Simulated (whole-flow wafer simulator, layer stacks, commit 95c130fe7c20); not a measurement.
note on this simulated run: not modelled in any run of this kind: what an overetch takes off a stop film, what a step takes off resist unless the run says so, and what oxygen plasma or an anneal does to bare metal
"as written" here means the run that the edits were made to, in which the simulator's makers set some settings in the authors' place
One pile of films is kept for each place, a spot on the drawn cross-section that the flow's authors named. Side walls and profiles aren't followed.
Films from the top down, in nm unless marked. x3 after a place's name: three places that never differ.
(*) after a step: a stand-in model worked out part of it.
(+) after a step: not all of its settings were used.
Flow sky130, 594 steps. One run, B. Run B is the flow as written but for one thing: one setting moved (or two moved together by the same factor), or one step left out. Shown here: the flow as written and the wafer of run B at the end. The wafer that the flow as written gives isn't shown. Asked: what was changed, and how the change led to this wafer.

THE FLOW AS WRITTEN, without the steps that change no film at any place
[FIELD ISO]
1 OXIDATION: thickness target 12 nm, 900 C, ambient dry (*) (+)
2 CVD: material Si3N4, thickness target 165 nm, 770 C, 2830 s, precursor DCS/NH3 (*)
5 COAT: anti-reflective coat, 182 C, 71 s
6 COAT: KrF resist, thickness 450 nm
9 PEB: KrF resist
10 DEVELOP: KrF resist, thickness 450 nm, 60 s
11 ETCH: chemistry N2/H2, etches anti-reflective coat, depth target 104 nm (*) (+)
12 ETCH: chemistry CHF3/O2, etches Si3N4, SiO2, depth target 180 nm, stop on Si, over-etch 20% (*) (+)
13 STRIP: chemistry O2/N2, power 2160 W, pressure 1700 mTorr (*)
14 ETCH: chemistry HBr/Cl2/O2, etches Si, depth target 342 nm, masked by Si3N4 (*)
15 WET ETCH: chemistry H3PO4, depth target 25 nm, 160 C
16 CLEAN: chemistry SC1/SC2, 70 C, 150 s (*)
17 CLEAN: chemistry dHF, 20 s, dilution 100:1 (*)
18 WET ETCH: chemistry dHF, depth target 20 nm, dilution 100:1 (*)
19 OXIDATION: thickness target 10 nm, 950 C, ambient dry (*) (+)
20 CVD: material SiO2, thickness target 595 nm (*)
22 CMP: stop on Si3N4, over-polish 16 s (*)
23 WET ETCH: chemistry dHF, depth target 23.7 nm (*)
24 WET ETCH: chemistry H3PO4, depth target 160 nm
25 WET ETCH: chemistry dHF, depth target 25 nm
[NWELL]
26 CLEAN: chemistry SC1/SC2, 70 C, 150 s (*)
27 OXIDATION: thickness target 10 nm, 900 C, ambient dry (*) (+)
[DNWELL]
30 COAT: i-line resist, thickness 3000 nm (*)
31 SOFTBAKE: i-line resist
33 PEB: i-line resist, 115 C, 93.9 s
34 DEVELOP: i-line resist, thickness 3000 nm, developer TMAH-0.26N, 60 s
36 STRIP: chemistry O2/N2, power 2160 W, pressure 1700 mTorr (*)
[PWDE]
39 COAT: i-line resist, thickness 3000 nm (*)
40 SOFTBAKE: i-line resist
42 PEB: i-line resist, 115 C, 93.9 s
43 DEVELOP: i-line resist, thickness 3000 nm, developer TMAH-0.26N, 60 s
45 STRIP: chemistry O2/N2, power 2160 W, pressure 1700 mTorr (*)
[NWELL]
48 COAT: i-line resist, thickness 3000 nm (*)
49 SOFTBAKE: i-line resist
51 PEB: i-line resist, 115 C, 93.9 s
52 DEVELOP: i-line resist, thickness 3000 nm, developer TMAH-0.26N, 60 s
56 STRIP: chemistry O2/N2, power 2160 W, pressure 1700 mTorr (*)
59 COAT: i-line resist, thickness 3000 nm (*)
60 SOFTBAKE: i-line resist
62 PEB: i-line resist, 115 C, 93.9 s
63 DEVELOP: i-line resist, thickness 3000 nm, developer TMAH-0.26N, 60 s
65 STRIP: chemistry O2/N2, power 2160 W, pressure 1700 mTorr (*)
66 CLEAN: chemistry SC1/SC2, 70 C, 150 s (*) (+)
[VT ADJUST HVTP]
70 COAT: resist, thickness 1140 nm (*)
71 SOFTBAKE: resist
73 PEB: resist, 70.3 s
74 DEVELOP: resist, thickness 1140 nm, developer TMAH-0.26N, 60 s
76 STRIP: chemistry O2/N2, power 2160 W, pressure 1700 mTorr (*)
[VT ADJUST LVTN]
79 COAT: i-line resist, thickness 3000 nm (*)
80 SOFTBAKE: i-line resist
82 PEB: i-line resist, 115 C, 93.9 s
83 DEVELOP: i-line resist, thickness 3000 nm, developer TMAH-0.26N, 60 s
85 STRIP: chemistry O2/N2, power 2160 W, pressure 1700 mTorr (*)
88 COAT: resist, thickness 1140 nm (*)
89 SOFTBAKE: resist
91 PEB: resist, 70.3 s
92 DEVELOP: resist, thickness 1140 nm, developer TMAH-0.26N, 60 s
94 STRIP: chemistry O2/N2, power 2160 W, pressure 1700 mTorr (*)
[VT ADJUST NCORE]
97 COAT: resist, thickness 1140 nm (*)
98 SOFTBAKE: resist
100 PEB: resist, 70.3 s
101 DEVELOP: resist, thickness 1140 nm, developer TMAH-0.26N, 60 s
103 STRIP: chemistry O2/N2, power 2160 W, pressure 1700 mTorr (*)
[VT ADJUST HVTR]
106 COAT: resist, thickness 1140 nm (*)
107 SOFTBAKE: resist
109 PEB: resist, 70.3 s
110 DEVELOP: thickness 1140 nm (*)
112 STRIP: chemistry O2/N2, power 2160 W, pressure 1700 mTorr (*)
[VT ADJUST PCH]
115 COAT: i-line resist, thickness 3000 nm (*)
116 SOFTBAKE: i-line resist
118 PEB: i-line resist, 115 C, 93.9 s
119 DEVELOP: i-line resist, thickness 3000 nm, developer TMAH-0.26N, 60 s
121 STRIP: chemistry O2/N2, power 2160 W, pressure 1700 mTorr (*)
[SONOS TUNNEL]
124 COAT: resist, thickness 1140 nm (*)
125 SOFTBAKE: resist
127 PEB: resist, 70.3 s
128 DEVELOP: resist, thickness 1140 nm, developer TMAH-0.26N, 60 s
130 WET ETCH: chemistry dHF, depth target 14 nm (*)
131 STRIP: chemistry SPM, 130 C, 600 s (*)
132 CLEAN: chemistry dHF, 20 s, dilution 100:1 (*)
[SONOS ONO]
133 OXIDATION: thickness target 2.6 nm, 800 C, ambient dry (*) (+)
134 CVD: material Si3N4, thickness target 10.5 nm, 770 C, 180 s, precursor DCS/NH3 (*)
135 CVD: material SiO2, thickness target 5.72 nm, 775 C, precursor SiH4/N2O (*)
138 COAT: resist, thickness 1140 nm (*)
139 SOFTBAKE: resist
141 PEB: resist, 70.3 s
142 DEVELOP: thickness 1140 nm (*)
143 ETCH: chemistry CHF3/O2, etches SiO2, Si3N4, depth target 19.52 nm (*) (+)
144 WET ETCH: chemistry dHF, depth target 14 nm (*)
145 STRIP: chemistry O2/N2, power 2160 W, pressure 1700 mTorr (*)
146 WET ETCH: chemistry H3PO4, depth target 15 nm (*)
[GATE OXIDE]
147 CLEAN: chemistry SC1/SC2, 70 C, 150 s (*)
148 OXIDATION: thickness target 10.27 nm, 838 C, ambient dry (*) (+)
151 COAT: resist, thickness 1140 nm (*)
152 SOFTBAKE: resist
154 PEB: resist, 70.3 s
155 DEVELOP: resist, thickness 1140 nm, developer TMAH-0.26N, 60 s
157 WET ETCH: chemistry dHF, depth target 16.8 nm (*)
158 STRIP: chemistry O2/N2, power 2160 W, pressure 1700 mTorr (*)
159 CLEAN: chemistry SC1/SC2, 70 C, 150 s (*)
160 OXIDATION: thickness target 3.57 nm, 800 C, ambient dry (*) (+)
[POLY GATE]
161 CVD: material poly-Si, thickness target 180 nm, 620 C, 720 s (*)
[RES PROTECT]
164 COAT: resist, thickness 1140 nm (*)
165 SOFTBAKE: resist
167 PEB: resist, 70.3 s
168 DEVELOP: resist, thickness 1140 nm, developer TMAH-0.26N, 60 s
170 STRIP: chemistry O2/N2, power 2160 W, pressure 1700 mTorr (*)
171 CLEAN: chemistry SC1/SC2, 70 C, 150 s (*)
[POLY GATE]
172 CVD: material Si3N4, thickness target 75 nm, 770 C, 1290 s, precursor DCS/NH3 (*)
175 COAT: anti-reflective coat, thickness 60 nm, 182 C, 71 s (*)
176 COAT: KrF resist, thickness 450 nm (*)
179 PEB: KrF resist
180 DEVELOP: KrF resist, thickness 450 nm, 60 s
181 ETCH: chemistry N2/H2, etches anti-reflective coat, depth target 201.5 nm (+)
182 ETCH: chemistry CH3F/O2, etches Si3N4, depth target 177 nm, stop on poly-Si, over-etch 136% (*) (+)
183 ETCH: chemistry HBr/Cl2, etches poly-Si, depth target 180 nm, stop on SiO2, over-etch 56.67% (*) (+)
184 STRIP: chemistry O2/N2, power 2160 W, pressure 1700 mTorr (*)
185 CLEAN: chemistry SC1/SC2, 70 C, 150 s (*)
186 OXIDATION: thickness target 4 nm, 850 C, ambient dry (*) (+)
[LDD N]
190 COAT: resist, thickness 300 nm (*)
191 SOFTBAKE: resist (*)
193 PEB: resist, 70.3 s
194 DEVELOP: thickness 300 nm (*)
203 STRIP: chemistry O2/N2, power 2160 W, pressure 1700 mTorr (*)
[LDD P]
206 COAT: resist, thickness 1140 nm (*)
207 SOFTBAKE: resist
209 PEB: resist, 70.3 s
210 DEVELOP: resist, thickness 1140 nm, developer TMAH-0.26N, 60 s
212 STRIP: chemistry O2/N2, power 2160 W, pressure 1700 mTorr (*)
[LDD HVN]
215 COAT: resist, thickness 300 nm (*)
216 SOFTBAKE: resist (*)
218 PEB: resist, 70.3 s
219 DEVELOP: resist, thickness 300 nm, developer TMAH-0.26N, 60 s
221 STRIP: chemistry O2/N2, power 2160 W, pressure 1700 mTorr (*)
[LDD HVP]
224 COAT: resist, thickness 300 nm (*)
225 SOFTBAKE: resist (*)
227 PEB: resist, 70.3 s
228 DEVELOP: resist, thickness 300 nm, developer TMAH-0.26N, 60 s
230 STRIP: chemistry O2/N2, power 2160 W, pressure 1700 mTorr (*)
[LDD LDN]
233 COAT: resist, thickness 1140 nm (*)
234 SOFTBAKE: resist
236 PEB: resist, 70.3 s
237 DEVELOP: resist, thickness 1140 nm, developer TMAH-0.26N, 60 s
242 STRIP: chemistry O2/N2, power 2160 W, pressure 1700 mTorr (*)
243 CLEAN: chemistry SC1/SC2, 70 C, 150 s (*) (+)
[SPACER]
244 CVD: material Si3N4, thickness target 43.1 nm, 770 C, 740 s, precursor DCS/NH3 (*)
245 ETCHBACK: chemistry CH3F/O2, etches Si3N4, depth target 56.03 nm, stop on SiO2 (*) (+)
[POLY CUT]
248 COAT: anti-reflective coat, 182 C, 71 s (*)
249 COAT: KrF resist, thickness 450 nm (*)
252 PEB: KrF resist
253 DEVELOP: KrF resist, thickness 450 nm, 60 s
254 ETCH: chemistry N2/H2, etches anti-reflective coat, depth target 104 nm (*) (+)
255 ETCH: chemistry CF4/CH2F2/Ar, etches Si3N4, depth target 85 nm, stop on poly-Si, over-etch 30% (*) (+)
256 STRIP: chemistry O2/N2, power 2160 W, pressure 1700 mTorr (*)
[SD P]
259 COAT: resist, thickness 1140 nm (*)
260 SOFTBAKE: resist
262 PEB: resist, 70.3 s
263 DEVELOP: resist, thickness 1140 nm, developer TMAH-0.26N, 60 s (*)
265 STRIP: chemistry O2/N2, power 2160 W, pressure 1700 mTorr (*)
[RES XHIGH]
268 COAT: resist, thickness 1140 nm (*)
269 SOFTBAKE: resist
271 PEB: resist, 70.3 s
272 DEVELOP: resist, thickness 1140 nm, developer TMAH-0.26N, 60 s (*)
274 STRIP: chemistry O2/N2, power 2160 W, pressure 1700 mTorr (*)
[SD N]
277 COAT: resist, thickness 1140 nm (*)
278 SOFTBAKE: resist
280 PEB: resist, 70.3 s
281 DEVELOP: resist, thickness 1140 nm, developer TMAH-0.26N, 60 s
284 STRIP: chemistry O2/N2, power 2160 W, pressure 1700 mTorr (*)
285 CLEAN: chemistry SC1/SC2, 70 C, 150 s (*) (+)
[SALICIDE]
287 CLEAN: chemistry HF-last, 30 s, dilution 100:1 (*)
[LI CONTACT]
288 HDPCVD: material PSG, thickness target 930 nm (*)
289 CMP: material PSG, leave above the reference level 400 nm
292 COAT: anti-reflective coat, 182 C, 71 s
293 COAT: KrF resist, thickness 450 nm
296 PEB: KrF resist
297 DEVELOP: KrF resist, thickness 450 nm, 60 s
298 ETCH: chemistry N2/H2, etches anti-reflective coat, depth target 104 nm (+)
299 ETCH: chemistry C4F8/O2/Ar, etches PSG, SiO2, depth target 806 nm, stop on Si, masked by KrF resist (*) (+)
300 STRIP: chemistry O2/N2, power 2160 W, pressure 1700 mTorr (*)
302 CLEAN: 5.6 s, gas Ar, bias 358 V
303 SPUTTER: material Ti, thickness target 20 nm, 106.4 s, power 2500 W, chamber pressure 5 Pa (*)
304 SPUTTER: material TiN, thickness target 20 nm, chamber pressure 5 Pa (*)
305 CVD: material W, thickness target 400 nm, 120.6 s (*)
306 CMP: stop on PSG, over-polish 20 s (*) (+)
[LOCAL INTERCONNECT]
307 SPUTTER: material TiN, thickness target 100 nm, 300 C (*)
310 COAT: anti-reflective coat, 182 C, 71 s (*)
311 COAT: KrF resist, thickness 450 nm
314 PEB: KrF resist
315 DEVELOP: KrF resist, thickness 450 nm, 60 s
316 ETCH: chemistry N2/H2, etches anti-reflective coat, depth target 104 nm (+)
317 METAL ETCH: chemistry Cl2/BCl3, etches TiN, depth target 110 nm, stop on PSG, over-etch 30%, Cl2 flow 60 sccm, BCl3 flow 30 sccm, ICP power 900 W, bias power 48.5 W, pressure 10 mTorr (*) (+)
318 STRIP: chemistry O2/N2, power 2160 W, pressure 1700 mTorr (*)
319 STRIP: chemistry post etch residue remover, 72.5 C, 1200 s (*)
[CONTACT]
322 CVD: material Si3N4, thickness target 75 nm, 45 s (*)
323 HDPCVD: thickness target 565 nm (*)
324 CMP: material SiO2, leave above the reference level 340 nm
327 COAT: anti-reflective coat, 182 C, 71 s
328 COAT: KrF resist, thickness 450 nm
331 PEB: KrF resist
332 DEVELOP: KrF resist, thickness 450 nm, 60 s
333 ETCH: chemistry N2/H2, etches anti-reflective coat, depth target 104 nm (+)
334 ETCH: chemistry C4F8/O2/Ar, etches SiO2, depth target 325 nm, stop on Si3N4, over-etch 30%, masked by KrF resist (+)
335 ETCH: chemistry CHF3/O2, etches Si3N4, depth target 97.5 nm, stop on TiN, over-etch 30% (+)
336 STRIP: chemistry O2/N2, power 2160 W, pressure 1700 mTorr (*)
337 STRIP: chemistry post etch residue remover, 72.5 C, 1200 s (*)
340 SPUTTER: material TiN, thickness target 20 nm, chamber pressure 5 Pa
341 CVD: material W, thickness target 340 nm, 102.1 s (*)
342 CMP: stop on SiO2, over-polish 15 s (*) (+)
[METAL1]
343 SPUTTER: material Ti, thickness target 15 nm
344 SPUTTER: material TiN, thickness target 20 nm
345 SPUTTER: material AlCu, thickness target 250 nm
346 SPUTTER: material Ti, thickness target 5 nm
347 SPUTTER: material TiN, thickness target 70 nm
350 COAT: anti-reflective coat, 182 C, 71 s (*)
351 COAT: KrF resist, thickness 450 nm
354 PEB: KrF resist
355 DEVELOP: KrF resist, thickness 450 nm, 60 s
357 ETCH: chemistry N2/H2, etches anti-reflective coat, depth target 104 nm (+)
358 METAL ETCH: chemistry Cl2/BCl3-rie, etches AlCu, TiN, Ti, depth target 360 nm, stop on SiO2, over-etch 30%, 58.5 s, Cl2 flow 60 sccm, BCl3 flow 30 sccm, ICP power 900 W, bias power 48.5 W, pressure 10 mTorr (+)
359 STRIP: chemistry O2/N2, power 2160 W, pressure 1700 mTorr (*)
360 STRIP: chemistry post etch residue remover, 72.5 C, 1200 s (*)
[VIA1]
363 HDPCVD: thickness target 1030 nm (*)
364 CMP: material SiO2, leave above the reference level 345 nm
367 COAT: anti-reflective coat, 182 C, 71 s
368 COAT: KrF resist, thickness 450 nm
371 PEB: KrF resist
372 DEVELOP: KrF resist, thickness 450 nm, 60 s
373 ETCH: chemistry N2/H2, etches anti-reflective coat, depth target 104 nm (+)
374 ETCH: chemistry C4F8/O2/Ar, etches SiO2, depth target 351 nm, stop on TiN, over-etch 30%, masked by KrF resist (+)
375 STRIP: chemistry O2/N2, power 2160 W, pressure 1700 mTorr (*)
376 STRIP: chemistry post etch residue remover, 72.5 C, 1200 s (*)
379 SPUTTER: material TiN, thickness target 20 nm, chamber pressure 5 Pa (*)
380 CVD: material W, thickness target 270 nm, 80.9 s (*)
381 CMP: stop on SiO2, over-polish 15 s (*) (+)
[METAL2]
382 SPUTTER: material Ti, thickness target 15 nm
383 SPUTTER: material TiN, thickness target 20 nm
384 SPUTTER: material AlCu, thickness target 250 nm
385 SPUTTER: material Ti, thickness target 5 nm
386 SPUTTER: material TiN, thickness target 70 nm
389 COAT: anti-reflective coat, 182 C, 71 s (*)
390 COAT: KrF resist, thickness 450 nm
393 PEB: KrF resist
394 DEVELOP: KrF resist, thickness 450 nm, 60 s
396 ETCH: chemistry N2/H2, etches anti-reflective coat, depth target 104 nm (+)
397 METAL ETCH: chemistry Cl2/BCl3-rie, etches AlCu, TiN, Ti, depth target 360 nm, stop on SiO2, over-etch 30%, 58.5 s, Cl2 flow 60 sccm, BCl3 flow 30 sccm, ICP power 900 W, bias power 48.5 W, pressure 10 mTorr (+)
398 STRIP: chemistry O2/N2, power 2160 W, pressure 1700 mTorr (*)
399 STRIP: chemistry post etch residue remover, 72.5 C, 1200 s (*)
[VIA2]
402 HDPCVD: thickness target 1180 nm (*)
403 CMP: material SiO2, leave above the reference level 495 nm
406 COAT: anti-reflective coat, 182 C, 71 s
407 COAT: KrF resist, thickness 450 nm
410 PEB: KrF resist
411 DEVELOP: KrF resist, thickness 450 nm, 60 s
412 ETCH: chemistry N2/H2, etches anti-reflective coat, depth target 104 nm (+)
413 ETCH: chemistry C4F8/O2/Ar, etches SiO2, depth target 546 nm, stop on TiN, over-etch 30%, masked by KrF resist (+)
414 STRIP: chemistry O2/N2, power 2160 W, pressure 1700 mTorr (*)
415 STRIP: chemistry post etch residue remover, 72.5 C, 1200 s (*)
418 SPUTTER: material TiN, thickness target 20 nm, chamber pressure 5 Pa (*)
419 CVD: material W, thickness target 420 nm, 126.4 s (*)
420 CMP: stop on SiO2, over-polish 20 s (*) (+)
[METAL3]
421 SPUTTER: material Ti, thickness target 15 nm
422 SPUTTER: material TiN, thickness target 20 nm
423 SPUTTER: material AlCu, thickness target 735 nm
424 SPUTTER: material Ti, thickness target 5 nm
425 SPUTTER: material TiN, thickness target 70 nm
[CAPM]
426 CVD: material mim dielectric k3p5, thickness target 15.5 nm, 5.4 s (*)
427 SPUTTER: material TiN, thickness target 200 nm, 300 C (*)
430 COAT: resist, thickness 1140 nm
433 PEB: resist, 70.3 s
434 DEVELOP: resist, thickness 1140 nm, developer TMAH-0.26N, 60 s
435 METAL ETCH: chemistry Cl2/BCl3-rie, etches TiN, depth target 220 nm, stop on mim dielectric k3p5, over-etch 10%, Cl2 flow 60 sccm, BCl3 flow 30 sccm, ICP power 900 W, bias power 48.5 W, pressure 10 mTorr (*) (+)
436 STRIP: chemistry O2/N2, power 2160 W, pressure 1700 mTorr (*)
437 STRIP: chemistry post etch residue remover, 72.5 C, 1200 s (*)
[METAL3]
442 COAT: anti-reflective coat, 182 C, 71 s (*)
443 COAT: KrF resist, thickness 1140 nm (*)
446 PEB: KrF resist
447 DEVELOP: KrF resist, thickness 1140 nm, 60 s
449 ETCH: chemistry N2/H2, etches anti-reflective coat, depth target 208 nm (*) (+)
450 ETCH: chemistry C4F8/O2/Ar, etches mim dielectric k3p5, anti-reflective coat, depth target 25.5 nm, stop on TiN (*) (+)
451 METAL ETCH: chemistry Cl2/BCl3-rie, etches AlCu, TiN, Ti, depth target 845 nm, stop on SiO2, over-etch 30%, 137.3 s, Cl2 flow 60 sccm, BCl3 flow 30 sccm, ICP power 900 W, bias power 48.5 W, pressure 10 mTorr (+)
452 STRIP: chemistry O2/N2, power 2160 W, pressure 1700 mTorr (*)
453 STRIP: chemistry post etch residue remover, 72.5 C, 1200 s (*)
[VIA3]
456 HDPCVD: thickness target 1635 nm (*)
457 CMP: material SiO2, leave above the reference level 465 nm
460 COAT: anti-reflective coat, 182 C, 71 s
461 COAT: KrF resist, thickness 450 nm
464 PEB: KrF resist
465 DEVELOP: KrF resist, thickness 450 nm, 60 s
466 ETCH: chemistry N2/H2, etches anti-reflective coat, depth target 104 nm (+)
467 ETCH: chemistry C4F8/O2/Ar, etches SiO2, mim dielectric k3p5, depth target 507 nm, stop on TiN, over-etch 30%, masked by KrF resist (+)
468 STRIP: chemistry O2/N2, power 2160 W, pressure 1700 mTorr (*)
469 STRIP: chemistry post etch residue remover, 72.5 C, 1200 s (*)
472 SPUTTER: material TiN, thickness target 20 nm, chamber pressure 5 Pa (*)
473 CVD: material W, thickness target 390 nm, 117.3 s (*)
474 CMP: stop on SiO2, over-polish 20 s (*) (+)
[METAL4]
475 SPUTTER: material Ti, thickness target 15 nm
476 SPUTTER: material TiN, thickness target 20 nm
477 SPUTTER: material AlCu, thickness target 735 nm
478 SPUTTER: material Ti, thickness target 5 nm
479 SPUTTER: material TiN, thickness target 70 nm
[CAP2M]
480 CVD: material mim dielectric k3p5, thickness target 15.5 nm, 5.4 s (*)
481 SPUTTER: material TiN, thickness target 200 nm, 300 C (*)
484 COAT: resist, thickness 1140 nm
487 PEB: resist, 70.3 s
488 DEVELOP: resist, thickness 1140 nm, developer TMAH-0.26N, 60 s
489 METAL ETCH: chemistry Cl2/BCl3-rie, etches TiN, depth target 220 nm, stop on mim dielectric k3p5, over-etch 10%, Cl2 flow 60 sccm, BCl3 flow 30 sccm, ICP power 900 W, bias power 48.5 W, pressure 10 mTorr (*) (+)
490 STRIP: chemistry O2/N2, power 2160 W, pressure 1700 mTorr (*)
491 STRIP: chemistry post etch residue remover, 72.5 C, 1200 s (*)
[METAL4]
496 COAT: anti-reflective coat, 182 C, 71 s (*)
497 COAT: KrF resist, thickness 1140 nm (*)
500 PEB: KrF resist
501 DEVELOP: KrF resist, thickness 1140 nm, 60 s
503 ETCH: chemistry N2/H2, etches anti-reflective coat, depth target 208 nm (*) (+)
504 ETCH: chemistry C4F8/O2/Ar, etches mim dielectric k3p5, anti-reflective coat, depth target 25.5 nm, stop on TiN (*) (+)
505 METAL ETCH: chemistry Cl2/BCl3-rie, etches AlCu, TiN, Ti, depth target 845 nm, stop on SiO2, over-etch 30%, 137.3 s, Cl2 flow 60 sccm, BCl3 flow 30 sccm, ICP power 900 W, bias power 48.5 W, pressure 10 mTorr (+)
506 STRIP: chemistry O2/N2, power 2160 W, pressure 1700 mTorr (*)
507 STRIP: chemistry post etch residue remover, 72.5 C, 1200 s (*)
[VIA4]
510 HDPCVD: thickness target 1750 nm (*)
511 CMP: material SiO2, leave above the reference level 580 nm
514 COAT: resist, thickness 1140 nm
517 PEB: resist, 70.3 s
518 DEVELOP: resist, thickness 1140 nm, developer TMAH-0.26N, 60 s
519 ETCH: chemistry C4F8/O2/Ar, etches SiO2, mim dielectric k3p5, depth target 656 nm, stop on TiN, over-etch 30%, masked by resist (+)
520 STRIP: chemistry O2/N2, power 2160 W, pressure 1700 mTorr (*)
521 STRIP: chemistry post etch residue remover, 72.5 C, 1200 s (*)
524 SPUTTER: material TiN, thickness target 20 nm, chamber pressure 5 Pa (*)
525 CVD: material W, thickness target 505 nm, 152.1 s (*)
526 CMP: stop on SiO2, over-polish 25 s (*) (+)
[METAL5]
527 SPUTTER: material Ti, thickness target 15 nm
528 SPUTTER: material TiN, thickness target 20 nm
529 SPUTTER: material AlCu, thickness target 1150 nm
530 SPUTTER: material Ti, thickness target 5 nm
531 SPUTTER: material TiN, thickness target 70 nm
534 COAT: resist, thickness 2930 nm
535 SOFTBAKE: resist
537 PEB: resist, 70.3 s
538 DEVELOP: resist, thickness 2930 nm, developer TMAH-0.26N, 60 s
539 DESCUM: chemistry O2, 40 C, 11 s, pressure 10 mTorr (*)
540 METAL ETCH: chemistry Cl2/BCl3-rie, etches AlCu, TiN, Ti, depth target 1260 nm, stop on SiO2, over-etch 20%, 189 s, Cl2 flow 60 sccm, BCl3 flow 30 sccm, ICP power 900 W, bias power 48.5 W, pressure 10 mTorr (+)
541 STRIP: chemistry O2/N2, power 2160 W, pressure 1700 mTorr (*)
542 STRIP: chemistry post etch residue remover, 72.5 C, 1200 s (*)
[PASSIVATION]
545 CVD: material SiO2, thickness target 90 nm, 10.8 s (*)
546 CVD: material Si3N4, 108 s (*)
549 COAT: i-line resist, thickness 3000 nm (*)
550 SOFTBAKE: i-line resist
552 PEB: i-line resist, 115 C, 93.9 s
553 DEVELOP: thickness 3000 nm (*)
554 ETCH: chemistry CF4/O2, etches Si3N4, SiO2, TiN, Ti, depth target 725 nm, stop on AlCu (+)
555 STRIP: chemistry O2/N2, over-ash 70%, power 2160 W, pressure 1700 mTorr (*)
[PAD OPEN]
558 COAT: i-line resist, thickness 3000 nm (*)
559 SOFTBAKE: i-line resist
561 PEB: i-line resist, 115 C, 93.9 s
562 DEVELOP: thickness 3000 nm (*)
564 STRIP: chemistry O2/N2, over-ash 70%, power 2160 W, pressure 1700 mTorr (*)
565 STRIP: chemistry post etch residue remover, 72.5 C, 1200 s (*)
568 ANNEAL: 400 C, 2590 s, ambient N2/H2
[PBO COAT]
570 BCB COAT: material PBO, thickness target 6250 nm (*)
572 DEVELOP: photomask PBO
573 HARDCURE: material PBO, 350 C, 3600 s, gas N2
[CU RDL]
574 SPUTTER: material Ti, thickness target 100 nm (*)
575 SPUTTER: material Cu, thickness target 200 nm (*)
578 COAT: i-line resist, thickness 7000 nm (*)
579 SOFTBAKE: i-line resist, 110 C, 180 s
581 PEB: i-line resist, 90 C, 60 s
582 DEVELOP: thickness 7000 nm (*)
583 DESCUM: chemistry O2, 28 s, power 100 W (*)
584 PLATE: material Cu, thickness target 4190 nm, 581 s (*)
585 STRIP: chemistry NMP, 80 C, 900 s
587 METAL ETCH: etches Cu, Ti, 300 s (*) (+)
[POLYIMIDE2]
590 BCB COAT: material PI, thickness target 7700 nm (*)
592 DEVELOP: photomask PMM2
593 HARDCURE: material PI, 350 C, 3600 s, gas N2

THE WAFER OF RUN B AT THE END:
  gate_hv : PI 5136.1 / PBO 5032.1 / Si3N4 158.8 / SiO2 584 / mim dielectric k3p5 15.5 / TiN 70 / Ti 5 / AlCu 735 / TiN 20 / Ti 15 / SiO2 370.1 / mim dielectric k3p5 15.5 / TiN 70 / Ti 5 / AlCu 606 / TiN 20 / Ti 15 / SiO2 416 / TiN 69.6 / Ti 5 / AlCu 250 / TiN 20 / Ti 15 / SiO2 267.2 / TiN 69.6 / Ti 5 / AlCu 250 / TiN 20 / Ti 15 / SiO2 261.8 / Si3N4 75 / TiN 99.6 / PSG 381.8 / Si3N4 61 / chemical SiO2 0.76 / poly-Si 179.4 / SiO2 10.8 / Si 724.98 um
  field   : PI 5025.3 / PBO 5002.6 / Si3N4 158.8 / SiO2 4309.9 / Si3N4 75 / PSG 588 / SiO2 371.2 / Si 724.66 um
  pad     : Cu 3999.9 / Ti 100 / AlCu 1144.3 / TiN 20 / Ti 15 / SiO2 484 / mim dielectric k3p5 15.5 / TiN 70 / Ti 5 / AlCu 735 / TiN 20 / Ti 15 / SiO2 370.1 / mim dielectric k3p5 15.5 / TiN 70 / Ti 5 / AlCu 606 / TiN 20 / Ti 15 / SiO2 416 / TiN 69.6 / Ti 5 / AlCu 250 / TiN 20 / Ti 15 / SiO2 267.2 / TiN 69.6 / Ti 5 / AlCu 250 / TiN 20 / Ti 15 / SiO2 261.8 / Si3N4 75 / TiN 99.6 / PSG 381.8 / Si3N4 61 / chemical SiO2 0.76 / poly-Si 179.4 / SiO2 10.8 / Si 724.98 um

The cause: step 423, SPUTTER: thickness target 606 nm was run, where the flow has thickness target 735 nm.
It can be read off the wafer: gate_hv has AlCu 606, and step 423 as written asks for 735 nm.

How the change led to this, step by step:
  423 SPUTTER: material AlCu, thickness target 735 nm
      field, active, n_well and 188 more: AlCu +606 (new film) (as written it would be: AlCu +735 (new film))
  451 METAL ETCH: chemistry Cl2/BCl3-rie, etches AlCu, TiN, Ti, depth target 845 nm, stop on SiO2, over-etch 30%, 137.3 s, Cl2 flow 60 sccm, BCl3 flow 30 sccm, ICP power 900 W, bias power 48.5 W, pressure 10 mTorr (+)
      field, gate, spacer and 65 more: TiN -70 (all of it), Ti -5 (all of it), AlCu -606 (all of it), TiN -20 (all of it), Ti -15 (all of it), SiO2 -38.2 (as written it would be: TiN -70 (all of it), Ti -5 (all of it), AlCu -735 (all of it), TiN -20 (all of it), Ti -15 (all of it), SiO2 -25.4)
      active, vpp_ln, vpp_iso2 and 11 more: TiN -70 (all of it), Ti -5 (all of it), AlCu -606 (all of it), TiN -20 (all of it), Ti -15 (all of it), SiO2 -38.2 (as written it would be: TiN -70 (all of it), Ti -5 (all of it), AlCu -735 (all of it), TiN -20 (all of it), Ti -15 (all of it), SiO2 -25.3)
      (and at 3 more places)
  457 CMP: material SiO2, leave above the reference level 465 nm
      field, active, gate and 82 more: SiO2 -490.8 (as written it would be: SiO2 -374.7)
